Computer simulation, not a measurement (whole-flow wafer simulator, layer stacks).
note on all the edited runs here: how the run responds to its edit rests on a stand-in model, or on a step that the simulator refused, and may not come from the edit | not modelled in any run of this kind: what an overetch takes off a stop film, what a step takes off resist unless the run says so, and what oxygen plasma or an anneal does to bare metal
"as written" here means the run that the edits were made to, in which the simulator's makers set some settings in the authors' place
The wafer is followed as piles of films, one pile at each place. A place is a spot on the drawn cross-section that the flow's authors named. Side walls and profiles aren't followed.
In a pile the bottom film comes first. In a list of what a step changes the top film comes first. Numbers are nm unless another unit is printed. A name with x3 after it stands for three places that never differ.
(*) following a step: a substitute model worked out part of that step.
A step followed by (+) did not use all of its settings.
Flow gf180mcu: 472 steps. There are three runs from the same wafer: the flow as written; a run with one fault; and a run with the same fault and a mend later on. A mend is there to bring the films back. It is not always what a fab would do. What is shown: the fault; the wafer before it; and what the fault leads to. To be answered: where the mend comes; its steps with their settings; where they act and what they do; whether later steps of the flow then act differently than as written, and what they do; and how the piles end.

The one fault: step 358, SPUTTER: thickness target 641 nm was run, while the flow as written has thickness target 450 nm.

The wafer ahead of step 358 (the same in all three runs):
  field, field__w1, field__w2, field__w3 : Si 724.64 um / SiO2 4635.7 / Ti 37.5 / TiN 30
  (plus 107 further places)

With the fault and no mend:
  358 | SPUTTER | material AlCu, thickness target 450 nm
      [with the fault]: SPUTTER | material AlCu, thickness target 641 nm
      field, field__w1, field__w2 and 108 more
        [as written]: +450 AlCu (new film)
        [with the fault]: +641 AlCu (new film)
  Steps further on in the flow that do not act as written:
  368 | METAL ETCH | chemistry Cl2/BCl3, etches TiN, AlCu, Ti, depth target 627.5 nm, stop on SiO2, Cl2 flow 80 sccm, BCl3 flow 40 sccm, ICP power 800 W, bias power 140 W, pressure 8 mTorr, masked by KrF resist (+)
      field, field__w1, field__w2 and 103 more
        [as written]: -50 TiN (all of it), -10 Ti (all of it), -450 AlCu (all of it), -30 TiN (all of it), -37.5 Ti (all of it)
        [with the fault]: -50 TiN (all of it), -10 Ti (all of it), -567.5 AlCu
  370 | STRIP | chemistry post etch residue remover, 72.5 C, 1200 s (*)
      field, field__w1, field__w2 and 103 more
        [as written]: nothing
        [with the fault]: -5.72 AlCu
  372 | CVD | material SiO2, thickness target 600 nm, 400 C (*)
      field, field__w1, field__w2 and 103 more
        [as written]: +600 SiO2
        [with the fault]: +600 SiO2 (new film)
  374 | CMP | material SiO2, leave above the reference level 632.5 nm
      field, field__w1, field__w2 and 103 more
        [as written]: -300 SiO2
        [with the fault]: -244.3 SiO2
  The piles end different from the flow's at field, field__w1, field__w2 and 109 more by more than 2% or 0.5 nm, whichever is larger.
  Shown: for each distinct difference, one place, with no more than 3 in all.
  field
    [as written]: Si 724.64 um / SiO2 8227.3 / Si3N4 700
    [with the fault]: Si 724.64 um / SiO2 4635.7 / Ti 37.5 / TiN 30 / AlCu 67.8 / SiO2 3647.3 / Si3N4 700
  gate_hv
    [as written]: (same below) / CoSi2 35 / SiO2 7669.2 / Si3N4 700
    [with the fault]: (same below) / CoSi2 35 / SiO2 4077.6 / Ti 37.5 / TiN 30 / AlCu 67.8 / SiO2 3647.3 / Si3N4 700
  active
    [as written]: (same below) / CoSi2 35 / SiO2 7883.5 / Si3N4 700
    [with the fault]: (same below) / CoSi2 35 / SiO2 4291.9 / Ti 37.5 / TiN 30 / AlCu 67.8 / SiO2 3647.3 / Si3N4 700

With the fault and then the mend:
  After step 367 comes the mend.
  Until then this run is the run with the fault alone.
  368 | METAL ETCH | chemistry Cl2/BCl3, etches TiN, AlCu, Ti, depth target 818.5 nm, stop on SiO2, Cl2 flow 80 sccm, BCl3 flow 40 sccm, ICP power 800 W, bias power 140 W, pressure 8 mTorr, masked by KrF resist (+) (the flow's step 368; as written it has depth target 627.5 nm)
      field, field__w1, field__w2 and 103 more
        -50 TiN (all of it), -10 Ti (all of it), -641 AlCu (all of it), -30 TiN (all of it), -37.5 Ti (all of it)
      field__w8, contact, m1, m1__w1, m1_nw
        -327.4 KrF resist
  Steps further on in the flow that do not act as written:
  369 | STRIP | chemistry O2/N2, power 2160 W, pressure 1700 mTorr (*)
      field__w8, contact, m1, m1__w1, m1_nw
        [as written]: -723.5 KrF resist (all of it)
        [with the mend]: -647.1 KrF resist (all of it)
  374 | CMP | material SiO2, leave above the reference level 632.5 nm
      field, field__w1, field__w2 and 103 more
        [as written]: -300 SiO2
        [with the mend]: -109 SiO2
  The piles end different from the flow's at field, field__w1, field__w2 and 109 more by more than 2% or 0.5 nm, whichever is larger.
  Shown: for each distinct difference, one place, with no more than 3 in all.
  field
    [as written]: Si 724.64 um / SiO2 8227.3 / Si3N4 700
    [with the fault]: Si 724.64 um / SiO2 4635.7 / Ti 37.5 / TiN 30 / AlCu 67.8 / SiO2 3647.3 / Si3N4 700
    [with the mend]: Si 724.64 um / SiO2 8418.3 / Si3N4 700
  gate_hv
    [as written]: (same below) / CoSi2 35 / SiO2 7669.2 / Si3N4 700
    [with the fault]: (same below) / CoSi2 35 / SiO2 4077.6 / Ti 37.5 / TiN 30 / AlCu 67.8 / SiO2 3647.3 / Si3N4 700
    [with the mend]: (same below) / CoSi2 35 / SiO2 7860.2 / Si3N4 700
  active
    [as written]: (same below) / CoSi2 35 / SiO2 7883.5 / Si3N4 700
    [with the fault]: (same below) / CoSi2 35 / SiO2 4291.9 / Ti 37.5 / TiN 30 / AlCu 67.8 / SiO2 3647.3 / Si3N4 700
    [with the mend]: (same below) / CoSi2 35 / SiO2 8074.5 / Si3N4 700
